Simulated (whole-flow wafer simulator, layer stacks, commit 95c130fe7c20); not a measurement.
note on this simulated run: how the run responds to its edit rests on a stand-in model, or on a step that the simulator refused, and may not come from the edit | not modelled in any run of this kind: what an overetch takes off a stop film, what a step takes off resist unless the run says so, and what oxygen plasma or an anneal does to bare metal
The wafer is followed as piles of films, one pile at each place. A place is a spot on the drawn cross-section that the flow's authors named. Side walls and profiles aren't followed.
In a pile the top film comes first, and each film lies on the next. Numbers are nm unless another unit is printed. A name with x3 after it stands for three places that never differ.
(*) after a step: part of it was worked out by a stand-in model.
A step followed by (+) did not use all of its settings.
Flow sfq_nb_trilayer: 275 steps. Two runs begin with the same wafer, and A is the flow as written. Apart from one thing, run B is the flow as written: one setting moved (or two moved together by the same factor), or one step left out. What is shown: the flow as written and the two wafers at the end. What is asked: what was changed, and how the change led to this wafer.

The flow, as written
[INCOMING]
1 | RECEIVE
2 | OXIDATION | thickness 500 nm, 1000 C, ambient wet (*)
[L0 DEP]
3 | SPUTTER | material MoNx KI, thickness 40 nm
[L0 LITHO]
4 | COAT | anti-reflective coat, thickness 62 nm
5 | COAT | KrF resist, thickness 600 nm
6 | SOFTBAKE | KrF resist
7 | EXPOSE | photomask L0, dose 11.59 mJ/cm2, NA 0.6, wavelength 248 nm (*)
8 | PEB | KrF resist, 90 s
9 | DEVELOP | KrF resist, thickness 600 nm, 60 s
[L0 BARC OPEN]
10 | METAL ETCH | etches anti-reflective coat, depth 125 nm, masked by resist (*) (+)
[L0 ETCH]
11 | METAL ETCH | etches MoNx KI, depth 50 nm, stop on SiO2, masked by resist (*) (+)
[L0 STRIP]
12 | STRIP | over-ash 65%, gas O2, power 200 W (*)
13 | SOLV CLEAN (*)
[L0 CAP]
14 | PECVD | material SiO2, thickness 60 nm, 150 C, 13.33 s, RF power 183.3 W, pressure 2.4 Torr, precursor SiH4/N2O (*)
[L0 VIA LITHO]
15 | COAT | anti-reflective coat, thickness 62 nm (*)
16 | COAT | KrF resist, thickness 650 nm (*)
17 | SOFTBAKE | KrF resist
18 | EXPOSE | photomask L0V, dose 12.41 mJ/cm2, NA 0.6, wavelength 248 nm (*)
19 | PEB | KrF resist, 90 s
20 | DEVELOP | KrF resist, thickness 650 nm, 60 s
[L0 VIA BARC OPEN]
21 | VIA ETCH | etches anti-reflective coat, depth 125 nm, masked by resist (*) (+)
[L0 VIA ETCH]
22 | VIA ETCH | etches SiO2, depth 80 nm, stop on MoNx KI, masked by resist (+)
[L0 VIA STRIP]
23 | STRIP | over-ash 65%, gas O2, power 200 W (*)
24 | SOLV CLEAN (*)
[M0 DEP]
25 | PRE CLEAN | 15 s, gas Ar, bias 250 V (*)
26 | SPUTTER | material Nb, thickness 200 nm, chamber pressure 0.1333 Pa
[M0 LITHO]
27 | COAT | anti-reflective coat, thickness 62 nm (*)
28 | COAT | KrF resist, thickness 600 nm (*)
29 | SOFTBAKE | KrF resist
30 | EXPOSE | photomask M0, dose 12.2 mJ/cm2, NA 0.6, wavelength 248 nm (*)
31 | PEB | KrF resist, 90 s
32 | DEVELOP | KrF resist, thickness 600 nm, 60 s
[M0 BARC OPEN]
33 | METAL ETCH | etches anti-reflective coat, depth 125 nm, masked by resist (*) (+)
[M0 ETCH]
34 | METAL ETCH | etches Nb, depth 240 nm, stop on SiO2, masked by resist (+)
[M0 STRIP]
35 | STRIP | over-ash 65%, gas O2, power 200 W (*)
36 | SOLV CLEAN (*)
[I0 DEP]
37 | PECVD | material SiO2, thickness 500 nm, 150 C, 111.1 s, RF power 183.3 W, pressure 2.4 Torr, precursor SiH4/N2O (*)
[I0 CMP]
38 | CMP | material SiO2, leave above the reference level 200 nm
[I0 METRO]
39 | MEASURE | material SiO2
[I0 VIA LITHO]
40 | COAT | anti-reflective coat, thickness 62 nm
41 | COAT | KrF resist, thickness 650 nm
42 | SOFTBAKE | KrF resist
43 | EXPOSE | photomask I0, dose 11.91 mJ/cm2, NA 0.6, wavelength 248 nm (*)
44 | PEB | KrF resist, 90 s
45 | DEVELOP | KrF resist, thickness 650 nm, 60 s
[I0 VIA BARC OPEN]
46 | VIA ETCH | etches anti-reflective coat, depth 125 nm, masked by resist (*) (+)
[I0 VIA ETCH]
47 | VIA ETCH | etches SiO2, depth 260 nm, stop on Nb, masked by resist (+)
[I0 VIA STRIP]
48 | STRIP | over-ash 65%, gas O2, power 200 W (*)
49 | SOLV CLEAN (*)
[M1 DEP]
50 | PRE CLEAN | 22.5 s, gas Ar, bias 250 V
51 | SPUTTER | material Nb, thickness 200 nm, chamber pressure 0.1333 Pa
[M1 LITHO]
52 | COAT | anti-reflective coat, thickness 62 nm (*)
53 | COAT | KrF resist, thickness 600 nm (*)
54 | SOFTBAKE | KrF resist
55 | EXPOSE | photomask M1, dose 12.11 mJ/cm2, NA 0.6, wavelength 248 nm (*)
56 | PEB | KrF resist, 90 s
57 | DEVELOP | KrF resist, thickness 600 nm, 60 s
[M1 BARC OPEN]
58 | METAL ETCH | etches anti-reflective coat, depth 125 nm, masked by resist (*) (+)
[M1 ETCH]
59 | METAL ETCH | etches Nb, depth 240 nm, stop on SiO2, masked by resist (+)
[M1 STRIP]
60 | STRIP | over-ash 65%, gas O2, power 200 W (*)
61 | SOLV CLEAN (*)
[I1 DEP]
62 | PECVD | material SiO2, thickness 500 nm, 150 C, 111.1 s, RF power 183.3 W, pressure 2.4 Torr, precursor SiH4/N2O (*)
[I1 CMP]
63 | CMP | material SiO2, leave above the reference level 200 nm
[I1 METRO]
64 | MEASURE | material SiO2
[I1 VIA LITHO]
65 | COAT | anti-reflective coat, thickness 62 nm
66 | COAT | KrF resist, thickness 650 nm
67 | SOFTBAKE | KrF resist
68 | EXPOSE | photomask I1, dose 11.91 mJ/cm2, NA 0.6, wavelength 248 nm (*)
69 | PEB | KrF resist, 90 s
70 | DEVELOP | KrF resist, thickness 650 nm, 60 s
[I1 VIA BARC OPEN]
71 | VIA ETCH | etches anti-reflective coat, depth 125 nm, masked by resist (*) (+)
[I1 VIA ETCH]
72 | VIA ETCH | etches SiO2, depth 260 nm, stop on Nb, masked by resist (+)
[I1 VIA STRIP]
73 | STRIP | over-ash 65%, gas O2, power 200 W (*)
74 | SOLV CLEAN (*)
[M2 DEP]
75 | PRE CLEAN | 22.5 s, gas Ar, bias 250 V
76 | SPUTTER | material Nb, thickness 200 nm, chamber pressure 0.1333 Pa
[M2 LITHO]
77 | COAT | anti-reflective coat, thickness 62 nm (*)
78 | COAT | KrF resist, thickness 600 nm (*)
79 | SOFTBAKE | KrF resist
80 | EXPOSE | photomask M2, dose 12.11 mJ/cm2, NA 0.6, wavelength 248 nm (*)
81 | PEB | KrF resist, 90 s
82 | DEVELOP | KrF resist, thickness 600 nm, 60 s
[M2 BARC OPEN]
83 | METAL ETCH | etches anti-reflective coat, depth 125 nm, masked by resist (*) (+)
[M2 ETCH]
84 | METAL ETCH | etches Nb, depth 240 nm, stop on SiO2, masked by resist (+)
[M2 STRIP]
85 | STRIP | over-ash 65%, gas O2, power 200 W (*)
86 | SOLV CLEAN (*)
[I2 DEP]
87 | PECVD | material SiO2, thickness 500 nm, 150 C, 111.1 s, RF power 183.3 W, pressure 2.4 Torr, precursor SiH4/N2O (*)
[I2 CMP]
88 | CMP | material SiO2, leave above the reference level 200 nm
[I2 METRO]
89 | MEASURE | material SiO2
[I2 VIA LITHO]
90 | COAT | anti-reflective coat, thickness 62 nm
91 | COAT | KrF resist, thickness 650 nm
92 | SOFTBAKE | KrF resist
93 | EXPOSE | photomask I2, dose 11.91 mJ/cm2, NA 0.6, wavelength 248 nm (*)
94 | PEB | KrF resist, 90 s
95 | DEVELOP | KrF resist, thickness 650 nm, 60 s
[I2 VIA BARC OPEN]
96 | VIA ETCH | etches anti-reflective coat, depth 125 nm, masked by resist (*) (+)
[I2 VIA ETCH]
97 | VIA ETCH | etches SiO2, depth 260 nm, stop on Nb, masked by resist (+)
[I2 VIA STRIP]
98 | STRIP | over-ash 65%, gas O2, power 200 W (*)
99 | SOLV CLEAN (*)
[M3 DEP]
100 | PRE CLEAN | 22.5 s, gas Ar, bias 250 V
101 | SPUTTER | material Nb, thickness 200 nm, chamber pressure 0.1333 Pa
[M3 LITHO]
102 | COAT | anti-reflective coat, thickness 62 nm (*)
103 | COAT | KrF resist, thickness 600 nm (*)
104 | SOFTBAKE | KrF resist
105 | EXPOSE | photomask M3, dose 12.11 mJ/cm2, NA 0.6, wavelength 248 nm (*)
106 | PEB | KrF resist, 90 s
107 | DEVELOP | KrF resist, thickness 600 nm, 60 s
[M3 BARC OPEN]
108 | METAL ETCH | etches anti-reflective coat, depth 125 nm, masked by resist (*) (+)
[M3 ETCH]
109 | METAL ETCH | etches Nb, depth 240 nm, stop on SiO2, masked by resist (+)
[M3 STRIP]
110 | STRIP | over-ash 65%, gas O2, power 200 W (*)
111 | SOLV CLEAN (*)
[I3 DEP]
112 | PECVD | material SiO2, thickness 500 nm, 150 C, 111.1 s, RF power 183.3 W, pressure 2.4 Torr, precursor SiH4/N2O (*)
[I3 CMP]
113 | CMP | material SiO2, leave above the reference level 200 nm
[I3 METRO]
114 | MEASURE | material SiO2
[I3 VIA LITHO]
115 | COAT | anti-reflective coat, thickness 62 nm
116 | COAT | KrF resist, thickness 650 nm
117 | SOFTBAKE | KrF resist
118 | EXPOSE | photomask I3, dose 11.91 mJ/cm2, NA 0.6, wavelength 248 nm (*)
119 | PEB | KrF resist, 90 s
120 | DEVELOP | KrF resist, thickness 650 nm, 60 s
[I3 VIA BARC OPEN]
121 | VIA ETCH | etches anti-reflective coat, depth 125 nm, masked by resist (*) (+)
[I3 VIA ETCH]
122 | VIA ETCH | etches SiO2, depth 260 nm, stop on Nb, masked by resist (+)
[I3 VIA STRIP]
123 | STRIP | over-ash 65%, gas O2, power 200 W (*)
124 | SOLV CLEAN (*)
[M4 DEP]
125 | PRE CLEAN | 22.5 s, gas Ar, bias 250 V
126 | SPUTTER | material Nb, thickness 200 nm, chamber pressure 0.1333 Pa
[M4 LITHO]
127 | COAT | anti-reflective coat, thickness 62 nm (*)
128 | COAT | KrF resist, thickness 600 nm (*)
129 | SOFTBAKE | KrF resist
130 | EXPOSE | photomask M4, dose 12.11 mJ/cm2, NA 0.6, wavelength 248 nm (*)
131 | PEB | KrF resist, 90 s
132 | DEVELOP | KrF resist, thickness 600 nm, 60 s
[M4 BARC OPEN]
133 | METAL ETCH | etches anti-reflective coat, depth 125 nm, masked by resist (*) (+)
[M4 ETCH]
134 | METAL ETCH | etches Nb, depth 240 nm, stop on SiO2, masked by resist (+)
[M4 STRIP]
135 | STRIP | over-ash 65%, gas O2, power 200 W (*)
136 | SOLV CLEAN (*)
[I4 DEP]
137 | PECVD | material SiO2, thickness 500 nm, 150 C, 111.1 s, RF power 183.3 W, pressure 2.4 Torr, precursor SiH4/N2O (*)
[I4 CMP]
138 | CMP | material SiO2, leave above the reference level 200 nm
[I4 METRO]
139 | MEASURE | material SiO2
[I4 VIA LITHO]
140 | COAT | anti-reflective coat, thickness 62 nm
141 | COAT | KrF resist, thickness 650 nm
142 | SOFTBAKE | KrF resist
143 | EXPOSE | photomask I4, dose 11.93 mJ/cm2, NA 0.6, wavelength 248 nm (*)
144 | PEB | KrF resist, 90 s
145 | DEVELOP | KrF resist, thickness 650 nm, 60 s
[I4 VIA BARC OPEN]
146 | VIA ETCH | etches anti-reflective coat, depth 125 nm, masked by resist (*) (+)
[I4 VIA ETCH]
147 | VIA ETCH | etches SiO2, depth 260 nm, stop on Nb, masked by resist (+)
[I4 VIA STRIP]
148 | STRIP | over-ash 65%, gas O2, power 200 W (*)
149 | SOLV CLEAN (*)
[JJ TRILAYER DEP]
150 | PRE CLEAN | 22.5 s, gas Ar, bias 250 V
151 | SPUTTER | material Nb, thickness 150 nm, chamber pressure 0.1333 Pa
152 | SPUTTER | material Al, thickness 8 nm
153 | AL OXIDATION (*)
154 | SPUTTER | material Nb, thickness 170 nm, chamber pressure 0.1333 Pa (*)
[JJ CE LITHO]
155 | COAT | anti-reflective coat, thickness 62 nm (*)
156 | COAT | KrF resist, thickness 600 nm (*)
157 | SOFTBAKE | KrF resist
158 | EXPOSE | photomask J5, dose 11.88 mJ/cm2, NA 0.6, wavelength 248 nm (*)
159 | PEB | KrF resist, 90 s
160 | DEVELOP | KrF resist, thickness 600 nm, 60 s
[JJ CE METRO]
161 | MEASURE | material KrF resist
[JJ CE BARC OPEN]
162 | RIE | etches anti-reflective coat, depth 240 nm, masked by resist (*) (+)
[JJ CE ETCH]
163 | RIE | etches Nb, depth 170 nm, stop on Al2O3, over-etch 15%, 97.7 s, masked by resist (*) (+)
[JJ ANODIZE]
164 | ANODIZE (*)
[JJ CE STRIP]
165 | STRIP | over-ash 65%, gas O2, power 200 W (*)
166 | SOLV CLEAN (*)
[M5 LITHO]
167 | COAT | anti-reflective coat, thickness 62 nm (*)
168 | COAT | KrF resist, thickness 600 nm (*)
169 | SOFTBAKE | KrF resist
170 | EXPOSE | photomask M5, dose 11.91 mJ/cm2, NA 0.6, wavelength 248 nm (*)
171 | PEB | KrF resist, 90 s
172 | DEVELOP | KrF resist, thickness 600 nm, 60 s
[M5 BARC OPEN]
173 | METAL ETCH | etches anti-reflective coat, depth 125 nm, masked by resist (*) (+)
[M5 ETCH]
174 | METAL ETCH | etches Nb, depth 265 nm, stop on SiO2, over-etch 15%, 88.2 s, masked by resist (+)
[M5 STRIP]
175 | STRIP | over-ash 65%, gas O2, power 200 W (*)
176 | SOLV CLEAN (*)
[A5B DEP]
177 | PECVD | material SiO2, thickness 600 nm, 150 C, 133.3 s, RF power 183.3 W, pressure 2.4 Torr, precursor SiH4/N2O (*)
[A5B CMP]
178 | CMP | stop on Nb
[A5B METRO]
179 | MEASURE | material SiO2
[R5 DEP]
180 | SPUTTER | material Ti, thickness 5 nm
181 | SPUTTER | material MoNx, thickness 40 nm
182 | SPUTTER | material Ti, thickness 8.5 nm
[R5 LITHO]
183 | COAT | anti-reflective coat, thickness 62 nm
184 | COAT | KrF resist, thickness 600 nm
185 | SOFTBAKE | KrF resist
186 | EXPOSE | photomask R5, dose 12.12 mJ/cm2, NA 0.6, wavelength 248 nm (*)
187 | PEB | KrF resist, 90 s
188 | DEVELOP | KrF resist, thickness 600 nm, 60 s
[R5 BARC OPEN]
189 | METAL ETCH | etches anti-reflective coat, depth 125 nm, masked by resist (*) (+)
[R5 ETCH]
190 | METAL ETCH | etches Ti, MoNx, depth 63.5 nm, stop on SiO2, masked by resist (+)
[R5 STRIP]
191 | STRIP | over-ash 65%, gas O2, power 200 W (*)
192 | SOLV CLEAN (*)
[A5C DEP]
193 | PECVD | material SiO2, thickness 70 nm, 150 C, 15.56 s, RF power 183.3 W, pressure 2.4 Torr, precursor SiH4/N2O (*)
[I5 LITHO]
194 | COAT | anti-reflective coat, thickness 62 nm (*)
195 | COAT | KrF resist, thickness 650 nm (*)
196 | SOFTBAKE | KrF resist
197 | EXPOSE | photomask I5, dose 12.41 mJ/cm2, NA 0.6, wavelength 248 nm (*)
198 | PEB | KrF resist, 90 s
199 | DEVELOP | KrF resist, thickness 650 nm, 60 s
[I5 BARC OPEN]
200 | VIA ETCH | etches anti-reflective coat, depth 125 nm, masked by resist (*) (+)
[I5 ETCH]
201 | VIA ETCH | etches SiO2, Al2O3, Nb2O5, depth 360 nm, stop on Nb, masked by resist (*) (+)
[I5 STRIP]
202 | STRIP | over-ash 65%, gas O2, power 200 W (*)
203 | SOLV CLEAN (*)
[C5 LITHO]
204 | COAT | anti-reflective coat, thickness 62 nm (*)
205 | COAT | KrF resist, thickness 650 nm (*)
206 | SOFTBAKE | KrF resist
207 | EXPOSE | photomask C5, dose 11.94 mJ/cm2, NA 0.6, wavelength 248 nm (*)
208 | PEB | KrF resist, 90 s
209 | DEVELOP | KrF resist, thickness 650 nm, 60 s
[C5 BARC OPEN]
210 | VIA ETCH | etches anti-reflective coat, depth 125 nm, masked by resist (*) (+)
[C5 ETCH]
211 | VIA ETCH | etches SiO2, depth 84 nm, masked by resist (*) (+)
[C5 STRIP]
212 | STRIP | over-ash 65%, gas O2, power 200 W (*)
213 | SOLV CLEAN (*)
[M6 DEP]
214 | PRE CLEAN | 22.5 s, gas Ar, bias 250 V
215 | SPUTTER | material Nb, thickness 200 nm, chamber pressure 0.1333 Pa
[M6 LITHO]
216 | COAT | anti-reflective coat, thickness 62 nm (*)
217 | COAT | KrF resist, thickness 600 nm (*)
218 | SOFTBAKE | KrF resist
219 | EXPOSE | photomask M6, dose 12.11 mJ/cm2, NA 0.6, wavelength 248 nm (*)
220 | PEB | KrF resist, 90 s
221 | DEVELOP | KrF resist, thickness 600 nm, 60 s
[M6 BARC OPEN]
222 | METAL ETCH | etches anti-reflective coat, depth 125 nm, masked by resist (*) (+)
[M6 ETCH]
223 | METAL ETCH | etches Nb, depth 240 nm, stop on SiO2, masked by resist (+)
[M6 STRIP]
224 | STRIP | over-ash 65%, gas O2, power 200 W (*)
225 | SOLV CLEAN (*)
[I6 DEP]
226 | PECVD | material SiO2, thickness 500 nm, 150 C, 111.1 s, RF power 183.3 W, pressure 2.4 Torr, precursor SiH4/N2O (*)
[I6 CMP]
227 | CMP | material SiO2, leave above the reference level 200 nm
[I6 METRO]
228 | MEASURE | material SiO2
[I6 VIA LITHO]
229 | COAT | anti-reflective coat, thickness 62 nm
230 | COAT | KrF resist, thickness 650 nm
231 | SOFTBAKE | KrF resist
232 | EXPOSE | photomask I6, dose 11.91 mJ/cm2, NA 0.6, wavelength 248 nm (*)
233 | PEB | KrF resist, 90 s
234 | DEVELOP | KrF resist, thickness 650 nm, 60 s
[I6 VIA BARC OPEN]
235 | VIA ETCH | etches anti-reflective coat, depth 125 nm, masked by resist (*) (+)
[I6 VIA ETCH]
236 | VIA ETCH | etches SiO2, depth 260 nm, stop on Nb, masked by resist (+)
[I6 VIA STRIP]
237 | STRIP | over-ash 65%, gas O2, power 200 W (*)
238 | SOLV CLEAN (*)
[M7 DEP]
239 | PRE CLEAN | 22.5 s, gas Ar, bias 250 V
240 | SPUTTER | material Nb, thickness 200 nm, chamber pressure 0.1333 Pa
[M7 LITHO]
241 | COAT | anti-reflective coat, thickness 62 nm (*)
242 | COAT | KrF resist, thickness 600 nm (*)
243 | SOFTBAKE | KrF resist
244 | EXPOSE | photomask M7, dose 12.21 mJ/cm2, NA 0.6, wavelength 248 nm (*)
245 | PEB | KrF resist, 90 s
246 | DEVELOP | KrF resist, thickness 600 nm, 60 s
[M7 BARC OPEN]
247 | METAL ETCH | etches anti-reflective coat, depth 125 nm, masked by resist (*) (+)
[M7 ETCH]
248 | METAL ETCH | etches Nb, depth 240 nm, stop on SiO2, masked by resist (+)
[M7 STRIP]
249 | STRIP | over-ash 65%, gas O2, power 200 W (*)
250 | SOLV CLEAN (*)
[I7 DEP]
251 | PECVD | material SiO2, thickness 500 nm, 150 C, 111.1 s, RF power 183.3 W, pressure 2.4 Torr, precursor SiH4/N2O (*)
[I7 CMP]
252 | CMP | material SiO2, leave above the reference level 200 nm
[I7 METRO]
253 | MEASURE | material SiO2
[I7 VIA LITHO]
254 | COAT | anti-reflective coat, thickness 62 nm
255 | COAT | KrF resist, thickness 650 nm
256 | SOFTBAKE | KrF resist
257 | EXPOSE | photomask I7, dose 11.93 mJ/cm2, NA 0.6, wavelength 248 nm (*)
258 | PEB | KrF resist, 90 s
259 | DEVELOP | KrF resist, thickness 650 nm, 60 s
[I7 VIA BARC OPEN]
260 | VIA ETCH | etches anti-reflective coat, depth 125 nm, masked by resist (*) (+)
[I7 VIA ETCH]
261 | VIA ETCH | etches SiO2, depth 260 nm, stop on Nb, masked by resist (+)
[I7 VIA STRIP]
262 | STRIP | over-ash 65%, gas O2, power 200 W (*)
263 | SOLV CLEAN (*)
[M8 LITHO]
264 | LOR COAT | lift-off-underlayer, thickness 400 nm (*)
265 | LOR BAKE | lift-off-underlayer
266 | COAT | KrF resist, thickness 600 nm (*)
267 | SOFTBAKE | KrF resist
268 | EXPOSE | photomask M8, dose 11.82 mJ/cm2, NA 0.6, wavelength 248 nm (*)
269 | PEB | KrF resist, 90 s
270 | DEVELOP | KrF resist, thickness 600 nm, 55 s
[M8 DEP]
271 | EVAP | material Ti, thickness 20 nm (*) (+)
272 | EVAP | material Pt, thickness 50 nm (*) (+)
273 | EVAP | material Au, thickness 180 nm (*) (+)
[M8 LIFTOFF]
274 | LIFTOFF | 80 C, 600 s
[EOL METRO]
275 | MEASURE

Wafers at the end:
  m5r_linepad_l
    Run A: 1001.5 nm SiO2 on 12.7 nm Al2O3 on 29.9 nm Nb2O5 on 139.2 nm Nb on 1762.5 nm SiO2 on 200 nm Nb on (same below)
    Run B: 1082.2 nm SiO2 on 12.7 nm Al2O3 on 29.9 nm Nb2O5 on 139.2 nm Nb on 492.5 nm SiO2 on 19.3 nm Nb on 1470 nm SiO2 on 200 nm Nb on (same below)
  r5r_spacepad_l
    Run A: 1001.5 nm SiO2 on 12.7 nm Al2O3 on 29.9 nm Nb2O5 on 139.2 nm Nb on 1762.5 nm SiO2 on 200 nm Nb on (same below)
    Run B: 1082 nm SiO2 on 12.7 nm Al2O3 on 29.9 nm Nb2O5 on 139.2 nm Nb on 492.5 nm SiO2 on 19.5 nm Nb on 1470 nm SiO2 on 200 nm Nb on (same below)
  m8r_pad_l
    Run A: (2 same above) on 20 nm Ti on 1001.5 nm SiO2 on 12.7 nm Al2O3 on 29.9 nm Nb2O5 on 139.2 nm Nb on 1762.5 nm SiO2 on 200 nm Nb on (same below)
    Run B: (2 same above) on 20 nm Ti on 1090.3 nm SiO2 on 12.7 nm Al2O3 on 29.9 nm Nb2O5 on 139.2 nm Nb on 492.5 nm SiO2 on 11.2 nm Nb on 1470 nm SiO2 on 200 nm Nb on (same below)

Cause: step 113, CMP: material SiO2, leave above the reference level 200 nm, was omitted.

How this came from the change, step by step:
  115 | COAT | anti-reflective coat, thickness 62 nm
      lsp_m, ln_m6, lsp_r: A anti-reflective coat gains 62 (new film) | B anti-reflective coat gains 63.3 (new film)
      p3_l2, p3_l3, p3_l4: A anti-reflective coat gains 62 (new film) | B anti-reflective coat gains 47 (new film)
      (also at 98 further places)
  116 | COAT | KrF resist, thickness 650 nm
      m0r_line_l, m6r_line_l, m7r_line_l: A KrF resist gains 650 (new film) | B KrF resist gains 694.8 (new film)
      m0r_space_l, m6r_space_l, m7r_space_l: A KrF resist gains 650 (new film) | B KrF resist gains 673.5 (new film)
      (also at 82 further places)
  120 | DEVELOP | KrF resist, thickness 650 nm, 60 s
      via_v: A KrF resist loses 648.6 (all of it) | B KrF resist loses 580.8 (all of it)
  121 | VIA ETCH | etches anti-reflective coat, depth 125 nm, masked by resist (*) (+)
      field_l, v_sur, via_wl and 102 more: A KrF resist loses 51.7 | B KrF resist loses 38.9
      via_v: A anti-reflective coat loses 62 (all of it), SiO2 loses 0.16 | B anti-reflective coat loses 46.7 (all of it), SiO2 loses 0.12
  122 | VIA ETCH | etches SiO2, depth 260 nm, stop on Nb, masked by resist (+)
      via_v: A SiO2 loses 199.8 (all of it) | B SiO2 loses 260
  123 | STRIP | over-ash 65%, gas O2, power 200 W (*)
      m0r_line_l, m6r_line_l, m7r_line_l: A KrF resist loses 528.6 (all of it), anti-reflective coat loses 62 (all of it) | B KrF resist loses 586.1 (all of it), anti-reflective coat loses 58.9 (all of it)
      m0r_space_l, m6r_space_l, m7r_space_l: A KrF resist loses 528.6 (all of it), anti-reflective coat loses 62 (all of it) | B KrF resist loses 564.8 (all of it), anti-reflective coat loses 90.8 (all of it)
      (also at 99 further places)
  125 | PRE CLEAN | 22.5 s, gas Ar, bias 250 V
      via_v: A Nb loses 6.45 | B SiO2 loses 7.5
  126 | SPUTTER | material Nb, thickness 200 nm, chamber pressure 0.1333 Pa
      via_v: A Nb gains 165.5 | B Nb gains 152.6 (new film)
      via_w: A Nb gains 200 (new film) | B Nb gains 183.4 (new film)
  127 | COAT | anti-reflective coat, thickness 62 nm (*)
      m0r_line_l, m0r_line_r, m6r_line_l, m6r_line_r, m7r_line_l, m7r_line_r: A anti-reflective coat gains 62 (new film) | B anti-reflective coat gains 59.1 (new film)
      m0r_space_l, m0r_space_r, m6r_space_l, m6r_space_r, m7r_space_l, m7r_space_r: A anti-reflective coat gains 62 (new film) | B anti-reflective coat gains 90.1 (new film)
      (also at 86 further places)
  128 | COAT | KrF resist, thickness 600 nm (*)
      m0r_line_l, m0r_line_r, m6r_line_l, m6r_line_r, m7r_line_l, m7r_line_r: A KrF resist gains 600 (new film) | B KrF resist gains 643.5 (new film)
      m0r_space_l, m0r_space_r, m6r_space_l, m6r_space_r, m7r_space_l, m7r_space_r: A KrF resist gains 600 (new film) | B KrF resist gains 624 (new film)
      (also at 76 further places)
  132 | DEVELOP | KrF resist, thickness 600 nm, 60 s
      m0r_line_l, m0r_line_r, m6r_line_l, m6r_line_r, m7r_line_l, m7r_line_r: A KrF resist loses 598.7 (all of it) | B KrF resist loses 642.1 (all of it)
      m0r_space_l, m0r_space_r, m6r_space_l, m6r_space_r, m7r_space_l, m7r_space_r: A KrF resist loses 598.7 (all of it) | B KrF resist loses 622.7 (all of it)
      (also at 41 further places)
  133 | METAL ETCH | etches anti-reflective coat, depth 125 nm, masked by resist (*) (+)
      m5r_linepad_l, m5r_linepad_r, r5r_line_l, r5r_spacepad_l, r5r_spacepad_r, m8r_pad_l, m8r_pad_r: A anti-reflective coat loses 62 (all of it) | B anti-reflective coat loses 125
      v_sur, via_wl, via_w and 36 more: A KrF resist loses 51.7 | B KrF resist loses 69.4
      (also at 55 further places)
  134 | METAL ETCH | etches Nb, depth 240 nm, stop on SiO2, masked by resist (+)
      m5r_linepad_l, m5r_linepad_r: A Nb loses 200 (all of it) | B anti-reflective coat loses 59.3 (all of it), Nb loses 180.7
      r5r_spacepad_l, r5r_spacepad_r: A Nb loses 200 (all of it) | B anti-reflective coat loses 59.5 (all of it), Nb loses 180.5
      (also at 3 further places)
  135 | STRIP | over-ash 65%, gas O2, power 200 W (*)
      p3_l2, p3_l3: A KrF resist loses 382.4 (all of it), anti-reflective coat loses 62 (all of it) | B KrF resist loses 314.8 (all of it), anti-reflective coat loses 47.2 (all of it)
      v_sur: A KrF resist loses 379.9 (all of it), anti-reflective coat loses 61.4 (all of it) | B KrF resist loses 272.9 (all of it), anti-reflective coat loses 37.9 (all of it)
      (also at 36 further places)
  137 | PECVD | material SiO2, thickness 500 nm, 150 C, 111.1 s, RF power 183.3 W, pressure 2.4 Torr, precursor SiH4/N2O (*)
      m5r_linepad_l, m5r_linepad_r, r5r_spacepad_l, r5r_spacepad_r, m8r_pad_l, m8r_pad_r: A SiO2 gains 500 | B SiO2 gains 500 (new film)
      p3_s0, p3_s1, p3_s2, p3_s3, p3_s4, p3_s5: A SiO2 gains 557.1 | B SiO2 gains 700
      (also at 1 further place)
  138 | CMP | material SiO2, leave above the reference level 200 nm
      field_l, be, be_sur and 55 more: A SiO2 loses 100 | B nothing
      lsp_r, l0_sur, l0v: A SiO2 loses 91.9 | B nothing
      (also at 10 further places)
  ... 61 other steps ...
  274 | LIFTOFF | 80 C, 600 s
      be: A Au loses 180 (all of it), Pt loses 50 (all of it), Ti loses 20 (all of it), KrF resist loses 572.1 (all of it), lift-off-underlayer loses 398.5 (all of it) | B Au loses 180 (all of it), Pt loses 50 (all of it), Ti loses 20 (all of it), KrF resist loses 613.3 (all of it), lift-off-underlayer loses 714.3 (all of it)
      be_sur: A Au loses 180 (all of it), Pt loses 50 (all of it), Ti loses 20 (all of it), KrF resist loses 572.6 (all of it), lift-off-underlayer loses 398.9 (all of it) | B Au loses 180 (all of it), Pt loses 50 (all of it), Ti loses 20 (all of it), KrF resist loses 587.1 (all of it), lift-off-underlayer loses 366.6 (all of it)
      (also at 1 further place)
If metal films that touch count as one body, m5r_linepad_l has 3 bodies (between them, from the top down: SiO2 492.5; SiO2 1470); the flow as written gives 2 bodies (between them, from the top down: SiO2 1762.5).
If metal films that touch count as one body, r5r_spacepad_l has 3 bodies (between them, from the top down: SiO2 492.5; SiO2 1470); the flow as written gives 2 bodies (between them, from the top down: SiO2 1762.5).
If metal films that touch count as one body, m8r_pad_l has 4 bodies (between them, from the top down: SiO2 1090.3 / Al2O3 12.7 / Nb2O5 29.9; SiO2 492.5; SiO2 1470); the flow as written gives 3 bodies (between them, from the top down: SiO2 1001.5 / Al2O3 12.7 / Nb2O5 29.9; SiO2 1762.5).
